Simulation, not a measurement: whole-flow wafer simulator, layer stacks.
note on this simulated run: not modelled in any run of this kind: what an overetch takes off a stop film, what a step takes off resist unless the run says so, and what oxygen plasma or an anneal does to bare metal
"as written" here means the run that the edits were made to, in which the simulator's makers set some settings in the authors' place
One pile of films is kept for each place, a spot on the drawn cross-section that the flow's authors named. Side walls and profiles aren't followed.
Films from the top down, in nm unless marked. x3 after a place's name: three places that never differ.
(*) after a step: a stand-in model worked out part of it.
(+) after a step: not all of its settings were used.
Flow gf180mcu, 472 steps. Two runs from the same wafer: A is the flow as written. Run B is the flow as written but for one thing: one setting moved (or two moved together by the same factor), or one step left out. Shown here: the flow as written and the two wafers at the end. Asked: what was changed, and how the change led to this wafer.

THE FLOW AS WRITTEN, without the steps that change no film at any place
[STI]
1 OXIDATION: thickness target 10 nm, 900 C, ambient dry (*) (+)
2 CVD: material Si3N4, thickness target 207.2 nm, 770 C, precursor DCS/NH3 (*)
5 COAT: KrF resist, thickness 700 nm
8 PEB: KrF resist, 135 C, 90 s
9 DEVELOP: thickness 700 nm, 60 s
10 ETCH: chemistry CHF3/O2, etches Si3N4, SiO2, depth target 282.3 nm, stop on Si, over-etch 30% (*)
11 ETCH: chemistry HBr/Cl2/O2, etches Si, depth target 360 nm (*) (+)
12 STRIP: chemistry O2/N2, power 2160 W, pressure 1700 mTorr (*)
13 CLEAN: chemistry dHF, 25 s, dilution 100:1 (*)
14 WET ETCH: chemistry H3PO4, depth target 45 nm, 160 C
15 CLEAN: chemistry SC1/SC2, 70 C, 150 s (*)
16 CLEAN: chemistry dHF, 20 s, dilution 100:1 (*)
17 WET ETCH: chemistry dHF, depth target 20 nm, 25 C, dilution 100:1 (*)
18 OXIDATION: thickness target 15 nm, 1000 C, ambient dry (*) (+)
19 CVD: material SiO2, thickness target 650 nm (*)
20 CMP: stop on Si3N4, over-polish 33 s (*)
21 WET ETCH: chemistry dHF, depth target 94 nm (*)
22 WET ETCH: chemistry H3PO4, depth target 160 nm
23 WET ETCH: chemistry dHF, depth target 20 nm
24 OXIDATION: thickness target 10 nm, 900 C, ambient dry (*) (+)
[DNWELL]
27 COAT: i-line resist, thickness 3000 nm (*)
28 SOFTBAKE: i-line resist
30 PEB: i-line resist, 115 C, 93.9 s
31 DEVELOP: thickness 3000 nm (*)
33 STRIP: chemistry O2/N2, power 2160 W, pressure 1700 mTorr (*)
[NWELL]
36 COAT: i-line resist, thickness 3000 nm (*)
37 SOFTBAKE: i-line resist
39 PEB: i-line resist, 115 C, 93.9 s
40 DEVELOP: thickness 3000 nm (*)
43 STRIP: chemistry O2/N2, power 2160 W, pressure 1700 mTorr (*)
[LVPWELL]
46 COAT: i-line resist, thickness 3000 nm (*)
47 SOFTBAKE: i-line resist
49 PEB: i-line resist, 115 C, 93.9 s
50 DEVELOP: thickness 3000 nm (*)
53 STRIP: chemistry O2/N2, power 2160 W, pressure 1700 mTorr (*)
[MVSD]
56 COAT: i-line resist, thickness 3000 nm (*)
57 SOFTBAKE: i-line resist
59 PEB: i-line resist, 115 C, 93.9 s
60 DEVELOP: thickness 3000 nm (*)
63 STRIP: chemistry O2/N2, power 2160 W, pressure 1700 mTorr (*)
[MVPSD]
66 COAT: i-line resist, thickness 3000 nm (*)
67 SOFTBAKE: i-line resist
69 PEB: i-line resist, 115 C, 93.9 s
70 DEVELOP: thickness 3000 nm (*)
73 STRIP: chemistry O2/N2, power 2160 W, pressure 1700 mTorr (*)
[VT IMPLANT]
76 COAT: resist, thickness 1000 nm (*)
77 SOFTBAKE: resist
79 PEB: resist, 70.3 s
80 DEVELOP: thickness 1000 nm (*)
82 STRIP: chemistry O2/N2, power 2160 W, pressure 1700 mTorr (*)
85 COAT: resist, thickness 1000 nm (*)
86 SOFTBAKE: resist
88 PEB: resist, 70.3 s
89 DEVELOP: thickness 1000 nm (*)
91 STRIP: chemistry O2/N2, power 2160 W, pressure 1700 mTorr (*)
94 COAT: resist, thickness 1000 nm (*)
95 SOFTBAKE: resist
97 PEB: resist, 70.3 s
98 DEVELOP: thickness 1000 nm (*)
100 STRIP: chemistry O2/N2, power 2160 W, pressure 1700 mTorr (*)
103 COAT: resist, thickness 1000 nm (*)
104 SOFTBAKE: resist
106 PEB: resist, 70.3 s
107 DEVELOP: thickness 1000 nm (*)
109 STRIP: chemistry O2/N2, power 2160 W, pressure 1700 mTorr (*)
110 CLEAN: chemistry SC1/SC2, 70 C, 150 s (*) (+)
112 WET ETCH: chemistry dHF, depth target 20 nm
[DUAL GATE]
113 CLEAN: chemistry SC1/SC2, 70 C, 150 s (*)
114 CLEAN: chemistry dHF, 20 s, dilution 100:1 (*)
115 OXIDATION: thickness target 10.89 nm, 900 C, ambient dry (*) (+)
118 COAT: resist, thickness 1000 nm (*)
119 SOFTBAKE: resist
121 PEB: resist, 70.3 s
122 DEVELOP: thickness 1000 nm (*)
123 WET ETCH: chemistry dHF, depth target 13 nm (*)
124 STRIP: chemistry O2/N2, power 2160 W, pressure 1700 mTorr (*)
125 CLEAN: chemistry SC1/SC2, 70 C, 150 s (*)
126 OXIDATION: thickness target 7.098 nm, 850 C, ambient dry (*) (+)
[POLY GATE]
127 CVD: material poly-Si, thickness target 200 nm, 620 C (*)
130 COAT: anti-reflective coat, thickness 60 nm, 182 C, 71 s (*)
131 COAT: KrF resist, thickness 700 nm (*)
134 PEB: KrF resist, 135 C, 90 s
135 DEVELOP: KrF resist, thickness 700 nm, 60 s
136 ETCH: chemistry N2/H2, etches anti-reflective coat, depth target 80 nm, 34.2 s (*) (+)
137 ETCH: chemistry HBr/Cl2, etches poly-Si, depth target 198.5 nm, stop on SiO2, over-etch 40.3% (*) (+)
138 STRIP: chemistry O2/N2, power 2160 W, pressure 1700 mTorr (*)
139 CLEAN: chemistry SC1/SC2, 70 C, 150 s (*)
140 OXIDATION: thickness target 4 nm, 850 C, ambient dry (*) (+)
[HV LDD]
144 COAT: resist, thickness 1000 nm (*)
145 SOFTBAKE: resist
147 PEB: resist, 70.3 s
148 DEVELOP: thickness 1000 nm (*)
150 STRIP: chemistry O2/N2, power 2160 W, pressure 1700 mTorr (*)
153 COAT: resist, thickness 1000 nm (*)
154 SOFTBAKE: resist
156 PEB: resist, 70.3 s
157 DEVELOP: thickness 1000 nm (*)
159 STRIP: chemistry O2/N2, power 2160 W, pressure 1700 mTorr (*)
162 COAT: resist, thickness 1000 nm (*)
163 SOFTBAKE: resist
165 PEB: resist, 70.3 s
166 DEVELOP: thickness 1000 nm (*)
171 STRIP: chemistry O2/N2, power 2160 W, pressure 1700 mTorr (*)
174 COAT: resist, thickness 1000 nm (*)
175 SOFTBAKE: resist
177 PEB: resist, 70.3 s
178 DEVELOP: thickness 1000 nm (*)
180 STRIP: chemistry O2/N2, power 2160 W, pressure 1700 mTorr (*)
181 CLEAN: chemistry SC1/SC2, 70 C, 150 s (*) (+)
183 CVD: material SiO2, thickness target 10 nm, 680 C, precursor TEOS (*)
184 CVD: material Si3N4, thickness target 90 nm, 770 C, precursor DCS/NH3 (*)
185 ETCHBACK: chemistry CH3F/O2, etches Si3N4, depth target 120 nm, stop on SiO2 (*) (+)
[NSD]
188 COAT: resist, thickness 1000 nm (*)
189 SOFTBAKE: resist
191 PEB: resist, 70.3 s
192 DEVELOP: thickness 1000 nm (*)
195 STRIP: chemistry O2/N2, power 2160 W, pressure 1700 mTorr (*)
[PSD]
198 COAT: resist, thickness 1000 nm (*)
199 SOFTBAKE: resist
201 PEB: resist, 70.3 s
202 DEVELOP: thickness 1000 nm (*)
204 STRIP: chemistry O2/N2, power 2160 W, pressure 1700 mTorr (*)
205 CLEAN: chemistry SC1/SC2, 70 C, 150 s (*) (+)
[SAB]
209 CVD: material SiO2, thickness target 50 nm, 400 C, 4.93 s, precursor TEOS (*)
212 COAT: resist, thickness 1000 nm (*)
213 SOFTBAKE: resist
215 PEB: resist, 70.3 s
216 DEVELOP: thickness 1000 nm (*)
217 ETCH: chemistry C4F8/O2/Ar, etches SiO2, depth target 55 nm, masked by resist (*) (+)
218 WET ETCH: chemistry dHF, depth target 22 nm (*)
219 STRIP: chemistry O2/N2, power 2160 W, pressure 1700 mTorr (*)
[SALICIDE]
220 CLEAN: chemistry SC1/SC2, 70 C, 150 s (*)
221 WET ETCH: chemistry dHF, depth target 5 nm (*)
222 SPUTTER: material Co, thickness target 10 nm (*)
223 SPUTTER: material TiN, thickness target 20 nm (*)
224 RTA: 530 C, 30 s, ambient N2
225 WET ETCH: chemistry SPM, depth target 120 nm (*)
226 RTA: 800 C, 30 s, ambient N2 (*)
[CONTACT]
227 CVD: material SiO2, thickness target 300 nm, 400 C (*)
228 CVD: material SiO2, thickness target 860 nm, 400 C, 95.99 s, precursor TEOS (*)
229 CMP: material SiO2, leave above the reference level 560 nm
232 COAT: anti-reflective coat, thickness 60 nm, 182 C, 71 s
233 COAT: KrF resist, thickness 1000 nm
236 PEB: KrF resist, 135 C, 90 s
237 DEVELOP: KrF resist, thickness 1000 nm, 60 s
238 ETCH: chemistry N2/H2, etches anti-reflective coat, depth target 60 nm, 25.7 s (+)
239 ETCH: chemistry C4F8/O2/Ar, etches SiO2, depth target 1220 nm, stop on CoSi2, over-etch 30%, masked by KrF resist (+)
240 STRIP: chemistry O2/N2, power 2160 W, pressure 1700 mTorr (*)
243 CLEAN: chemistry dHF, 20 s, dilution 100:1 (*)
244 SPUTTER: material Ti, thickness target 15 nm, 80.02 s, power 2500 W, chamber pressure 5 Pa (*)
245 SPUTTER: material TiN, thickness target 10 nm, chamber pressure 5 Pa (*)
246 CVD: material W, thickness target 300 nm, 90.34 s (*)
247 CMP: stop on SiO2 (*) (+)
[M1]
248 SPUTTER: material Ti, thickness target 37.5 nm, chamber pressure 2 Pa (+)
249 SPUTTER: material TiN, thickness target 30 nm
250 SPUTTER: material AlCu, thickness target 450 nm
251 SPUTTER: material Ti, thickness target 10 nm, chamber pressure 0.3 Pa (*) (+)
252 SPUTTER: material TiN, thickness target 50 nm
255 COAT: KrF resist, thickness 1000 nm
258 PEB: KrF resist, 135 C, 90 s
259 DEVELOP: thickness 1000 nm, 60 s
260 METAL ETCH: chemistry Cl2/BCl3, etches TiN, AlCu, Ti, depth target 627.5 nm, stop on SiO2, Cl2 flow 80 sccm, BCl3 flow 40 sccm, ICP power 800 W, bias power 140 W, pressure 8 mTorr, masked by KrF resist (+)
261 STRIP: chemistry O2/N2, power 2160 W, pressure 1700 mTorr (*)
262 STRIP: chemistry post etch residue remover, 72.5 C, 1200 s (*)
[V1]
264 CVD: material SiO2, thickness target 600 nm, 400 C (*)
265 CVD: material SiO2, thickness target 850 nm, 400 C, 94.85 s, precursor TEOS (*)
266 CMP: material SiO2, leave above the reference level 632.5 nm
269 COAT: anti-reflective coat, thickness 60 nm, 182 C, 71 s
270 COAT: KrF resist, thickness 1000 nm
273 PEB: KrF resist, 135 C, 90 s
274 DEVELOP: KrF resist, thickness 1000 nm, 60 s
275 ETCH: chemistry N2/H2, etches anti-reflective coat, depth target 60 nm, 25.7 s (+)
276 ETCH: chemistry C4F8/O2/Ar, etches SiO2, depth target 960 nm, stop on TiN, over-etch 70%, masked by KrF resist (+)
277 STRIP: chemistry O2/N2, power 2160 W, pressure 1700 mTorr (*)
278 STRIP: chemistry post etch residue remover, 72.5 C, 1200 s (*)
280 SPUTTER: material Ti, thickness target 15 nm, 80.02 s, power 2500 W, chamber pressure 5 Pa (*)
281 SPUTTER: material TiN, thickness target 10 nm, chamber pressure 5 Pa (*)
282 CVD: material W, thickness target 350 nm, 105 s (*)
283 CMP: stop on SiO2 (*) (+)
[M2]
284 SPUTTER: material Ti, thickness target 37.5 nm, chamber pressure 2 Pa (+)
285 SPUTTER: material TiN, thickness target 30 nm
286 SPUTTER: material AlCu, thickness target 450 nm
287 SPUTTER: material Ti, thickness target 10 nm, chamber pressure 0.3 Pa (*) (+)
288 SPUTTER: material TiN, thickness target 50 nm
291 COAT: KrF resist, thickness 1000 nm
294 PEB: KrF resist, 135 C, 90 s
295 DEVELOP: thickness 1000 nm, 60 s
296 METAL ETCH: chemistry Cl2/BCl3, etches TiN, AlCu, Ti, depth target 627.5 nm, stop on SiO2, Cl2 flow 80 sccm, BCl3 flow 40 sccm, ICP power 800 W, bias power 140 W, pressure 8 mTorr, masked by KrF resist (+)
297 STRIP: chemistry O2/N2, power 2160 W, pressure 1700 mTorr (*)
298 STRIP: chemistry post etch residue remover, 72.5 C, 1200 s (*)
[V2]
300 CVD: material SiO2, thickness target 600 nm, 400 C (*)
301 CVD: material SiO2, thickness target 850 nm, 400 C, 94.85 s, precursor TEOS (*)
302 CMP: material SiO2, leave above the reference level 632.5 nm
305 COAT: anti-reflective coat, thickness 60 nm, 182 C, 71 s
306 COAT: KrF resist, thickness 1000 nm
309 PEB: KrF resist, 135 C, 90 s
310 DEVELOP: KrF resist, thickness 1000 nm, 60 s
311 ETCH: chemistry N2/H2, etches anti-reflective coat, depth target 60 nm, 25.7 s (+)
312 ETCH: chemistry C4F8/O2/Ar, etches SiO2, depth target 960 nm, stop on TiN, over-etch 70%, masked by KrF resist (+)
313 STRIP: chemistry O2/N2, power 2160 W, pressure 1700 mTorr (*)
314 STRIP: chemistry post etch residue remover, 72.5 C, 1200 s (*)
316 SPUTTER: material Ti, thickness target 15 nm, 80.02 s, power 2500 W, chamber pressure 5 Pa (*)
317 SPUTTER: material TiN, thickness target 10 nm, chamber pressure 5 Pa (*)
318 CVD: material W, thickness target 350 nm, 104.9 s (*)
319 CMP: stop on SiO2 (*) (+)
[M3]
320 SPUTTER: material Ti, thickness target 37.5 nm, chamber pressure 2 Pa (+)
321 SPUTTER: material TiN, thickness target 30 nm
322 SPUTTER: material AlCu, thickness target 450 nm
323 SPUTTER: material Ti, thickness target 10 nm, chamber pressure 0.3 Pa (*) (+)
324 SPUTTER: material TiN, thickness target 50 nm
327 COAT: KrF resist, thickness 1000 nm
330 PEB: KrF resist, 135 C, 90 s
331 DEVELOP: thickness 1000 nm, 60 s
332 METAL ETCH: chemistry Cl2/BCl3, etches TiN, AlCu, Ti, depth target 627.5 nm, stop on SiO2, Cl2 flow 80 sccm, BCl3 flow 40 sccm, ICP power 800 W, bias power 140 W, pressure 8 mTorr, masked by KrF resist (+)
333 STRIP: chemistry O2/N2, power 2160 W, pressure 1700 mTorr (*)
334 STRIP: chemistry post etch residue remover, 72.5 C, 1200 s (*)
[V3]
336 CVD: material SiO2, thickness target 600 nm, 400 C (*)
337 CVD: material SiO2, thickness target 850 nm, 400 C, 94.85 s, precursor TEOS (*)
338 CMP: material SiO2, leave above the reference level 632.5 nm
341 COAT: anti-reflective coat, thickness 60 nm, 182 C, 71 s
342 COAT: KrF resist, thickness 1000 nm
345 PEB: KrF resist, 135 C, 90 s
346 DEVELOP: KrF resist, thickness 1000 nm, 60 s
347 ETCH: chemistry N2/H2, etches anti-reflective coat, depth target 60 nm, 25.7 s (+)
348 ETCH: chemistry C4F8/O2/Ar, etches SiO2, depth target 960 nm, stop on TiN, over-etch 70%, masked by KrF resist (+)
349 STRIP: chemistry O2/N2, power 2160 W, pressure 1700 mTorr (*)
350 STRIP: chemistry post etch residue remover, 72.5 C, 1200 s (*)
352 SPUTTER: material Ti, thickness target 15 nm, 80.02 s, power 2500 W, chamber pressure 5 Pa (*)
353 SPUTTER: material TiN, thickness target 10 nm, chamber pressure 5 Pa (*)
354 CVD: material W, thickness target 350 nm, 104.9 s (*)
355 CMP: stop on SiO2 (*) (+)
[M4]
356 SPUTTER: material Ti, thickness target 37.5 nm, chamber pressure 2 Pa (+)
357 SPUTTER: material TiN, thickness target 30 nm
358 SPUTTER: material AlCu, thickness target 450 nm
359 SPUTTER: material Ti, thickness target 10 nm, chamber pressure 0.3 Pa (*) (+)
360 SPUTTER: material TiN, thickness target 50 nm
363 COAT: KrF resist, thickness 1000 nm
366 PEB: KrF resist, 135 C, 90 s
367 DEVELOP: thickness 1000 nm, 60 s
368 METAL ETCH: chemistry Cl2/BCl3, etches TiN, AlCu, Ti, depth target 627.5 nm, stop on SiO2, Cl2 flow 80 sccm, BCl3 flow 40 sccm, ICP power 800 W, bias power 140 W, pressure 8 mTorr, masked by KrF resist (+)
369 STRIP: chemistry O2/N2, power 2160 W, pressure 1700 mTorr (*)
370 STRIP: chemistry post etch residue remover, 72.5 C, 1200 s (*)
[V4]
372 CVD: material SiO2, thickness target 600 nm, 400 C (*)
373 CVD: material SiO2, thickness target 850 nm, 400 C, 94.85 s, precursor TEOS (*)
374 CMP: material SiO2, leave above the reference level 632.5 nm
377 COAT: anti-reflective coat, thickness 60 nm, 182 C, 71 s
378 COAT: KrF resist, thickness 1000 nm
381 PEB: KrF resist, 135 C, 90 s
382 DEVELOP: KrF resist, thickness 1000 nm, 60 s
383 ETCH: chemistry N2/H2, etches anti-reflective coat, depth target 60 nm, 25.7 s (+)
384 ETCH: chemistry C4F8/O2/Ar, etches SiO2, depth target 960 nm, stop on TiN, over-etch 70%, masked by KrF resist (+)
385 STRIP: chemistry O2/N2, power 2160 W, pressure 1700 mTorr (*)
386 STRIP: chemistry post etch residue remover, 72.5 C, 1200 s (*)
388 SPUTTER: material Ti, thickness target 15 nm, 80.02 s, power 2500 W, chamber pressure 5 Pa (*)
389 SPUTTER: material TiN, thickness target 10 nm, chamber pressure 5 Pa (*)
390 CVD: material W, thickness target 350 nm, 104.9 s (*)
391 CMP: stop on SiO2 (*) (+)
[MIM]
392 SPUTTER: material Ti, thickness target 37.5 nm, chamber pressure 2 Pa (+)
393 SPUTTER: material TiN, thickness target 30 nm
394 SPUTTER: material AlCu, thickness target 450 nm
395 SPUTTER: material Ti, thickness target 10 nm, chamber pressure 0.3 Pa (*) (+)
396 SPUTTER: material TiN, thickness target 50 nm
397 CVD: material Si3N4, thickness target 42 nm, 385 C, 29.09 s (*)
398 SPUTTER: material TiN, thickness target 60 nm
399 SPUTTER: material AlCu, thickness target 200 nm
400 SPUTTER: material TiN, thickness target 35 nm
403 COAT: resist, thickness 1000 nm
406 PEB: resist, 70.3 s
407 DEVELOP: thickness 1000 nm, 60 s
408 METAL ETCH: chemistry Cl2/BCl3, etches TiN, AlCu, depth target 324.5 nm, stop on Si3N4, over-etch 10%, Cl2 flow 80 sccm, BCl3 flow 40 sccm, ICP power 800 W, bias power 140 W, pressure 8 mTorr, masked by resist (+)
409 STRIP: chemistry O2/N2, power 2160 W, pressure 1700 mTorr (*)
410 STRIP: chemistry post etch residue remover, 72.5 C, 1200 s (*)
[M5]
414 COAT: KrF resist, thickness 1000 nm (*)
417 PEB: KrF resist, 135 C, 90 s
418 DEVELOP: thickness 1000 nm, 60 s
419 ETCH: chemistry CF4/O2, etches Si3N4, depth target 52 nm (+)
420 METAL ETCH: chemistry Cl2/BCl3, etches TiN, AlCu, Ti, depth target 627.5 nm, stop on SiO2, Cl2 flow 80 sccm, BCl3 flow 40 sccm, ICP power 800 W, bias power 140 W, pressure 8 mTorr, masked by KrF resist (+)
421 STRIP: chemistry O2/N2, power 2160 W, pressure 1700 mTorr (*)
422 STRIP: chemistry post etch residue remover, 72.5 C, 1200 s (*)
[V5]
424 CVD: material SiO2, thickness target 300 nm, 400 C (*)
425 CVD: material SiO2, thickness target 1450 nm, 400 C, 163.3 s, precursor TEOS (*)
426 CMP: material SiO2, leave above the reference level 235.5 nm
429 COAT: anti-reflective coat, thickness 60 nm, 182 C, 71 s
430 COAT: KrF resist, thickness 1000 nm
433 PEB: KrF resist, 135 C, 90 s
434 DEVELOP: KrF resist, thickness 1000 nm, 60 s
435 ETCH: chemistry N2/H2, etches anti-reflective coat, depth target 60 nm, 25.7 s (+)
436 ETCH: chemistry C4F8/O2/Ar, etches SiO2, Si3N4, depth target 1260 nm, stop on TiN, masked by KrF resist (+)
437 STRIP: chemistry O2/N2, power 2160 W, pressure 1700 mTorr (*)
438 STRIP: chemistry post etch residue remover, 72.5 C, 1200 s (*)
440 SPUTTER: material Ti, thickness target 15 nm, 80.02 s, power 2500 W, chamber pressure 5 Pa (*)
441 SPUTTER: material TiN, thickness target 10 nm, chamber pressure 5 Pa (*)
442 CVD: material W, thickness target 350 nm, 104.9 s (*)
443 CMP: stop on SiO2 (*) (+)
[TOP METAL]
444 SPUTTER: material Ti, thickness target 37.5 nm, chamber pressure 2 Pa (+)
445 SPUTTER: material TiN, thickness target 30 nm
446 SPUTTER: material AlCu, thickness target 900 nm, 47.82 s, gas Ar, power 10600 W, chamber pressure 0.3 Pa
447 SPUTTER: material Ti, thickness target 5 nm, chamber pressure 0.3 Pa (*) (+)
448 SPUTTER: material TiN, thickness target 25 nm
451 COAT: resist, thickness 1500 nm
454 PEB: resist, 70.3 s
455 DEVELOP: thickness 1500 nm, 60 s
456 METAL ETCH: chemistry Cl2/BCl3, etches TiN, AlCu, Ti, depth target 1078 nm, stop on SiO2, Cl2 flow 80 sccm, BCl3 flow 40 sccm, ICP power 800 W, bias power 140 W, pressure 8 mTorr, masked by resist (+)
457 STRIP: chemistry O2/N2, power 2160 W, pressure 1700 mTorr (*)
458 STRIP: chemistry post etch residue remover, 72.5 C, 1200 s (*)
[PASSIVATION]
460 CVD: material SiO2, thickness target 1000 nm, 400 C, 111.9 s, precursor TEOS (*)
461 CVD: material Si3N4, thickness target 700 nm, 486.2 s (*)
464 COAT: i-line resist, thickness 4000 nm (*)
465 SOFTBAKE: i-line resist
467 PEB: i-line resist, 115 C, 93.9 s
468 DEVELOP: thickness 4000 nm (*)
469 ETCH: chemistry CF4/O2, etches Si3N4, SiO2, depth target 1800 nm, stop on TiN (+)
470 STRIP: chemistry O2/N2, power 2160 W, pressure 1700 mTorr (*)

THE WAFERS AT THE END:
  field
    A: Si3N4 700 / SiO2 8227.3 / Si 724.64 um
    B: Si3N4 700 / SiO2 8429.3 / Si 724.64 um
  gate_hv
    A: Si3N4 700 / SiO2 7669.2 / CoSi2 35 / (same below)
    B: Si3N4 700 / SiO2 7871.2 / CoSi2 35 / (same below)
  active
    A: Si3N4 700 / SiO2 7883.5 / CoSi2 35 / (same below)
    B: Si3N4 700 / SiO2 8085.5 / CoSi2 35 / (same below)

The cause: step 229, CMP: leave above the reference level 762 nm was run, where the flow has leave above the reference level 560 nm.

How the change led to this, step by step:
  229 CMP: material SiO2, leave above the reference level 560 nm
      gate_hv, gate_nat, ld_gate_n and 11 more: A SiO2 -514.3 | B SiO2 -312.3
      ldn_sep__w1, ldn_sep__w2, ldn_dft and 8 more: A SiO2 -311 | B SiO2 -109
      (and at 86 more places)
  239 ETCH: chemistry C4F8/O2/Ar, etches SiO2, depth target 1220 nm, stop on CoSi2, over-etch 30%, masked by KrF resist (+)
      field, field__w1, field__w2 and 105 more: A KrF resist -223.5 | B KrF resist -244
      polyc_n, polyc_p: A SiO2 -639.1 (all of it) | B SiO2 -841.1 (all of it)
      (and at 1 more place)
  240 STRIP: chemistry O2/N2, power 2160 W, pressure 1700 mTorr (*)
      field, field__w1, field__w2 and 105 more: A KrF resist -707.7 (all of it), anti-reflective coat -60 (all of it) | B KrF resist -687.2 (all of it), anti-reflective coat -60 (all of it)
  244 SPUTTER: material Ti, thickness target 15 nm, 80.02 s, power 2500 W, chamber pressure 5 Pa (*)
      contact: A Ti +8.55 (new film) | B Ti +7.6 (new film)
  245 SPUTTER: material TiN, thickness target 10 nm, chamber pressure 5 Pa (*)
      contact: A TiN +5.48 (new film) | B TiN +4.89 (new film)
  246 CVD: material W, thickness target 300 nm, 90.34 s (*)
      polyc_n, polyc_p: A W +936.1 (new film) | B W +1138.1 (new film)
      contact: A W +1167.5 (new film) | B W +1371 (new film)
